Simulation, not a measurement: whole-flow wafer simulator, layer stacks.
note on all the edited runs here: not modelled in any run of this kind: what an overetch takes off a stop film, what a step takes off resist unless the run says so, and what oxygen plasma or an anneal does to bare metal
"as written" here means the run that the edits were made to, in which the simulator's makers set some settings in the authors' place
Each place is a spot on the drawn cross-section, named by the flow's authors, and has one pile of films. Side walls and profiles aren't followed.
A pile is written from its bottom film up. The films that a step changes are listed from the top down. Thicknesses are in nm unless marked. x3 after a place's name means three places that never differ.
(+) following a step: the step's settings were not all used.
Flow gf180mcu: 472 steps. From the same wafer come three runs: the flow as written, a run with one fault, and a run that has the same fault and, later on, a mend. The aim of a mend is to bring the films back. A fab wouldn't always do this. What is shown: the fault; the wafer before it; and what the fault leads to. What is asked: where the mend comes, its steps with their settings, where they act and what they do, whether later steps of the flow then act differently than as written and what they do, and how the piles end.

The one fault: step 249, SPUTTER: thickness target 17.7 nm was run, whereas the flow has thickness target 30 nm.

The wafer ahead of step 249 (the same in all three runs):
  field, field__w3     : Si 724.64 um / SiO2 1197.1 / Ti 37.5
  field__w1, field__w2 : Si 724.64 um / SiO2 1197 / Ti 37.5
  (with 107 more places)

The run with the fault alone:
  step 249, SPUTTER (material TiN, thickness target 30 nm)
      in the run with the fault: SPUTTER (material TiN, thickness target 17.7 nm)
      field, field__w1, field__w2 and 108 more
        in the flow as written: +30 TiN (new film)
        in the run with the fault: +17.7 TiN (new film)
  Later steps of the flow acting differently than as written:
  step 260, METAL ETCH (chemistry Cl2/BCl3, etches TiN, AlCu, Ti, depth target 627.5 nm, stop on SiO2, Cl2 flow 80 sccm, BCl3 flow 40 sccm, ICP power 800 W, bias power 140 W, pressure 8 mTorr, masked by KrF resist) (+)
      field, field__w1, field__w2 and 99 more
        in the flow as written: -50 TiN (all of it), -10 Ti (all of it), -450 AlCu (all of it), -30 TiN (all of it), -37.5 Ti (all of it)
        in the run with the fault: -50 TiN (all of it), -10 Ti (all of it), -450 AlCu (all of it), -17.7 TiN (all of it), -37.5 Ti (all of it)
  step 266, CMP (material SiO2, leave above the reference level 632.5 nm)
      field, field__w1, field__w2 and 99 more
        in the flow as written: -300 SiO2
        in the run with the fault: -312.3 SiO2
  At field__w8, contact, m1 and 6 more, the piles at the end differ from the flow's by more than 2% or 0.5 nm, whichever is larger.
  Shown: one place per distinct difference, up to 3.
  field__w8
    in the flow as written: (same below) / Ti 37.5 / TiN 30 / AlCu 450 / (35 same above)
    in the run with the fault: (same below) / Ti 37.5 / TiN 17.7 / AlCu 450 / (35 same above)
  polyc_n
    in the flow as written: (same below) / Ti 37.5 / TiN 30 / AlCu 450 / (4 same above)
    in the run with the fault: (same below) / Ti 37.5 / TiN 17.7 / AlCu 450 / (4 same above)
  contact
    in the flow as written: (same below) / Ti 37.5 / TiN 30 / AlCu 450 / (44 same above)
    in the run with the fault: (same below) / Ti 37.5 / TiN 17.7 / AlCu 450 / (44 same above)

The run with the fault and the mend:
  The mend follows step 249.
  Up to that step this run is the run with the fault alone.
  step 249a, SPUTTER (material TiN, thickness target 12.3 nm) (the flow's step 249 again, with other settings)
      field, field__w1, field__w2 and 108 more
        +12.3 TiN
  Every later step of the flow that is run acts as written at every place that is followed.
  The piles end the same as the flow's at every place that both follow.
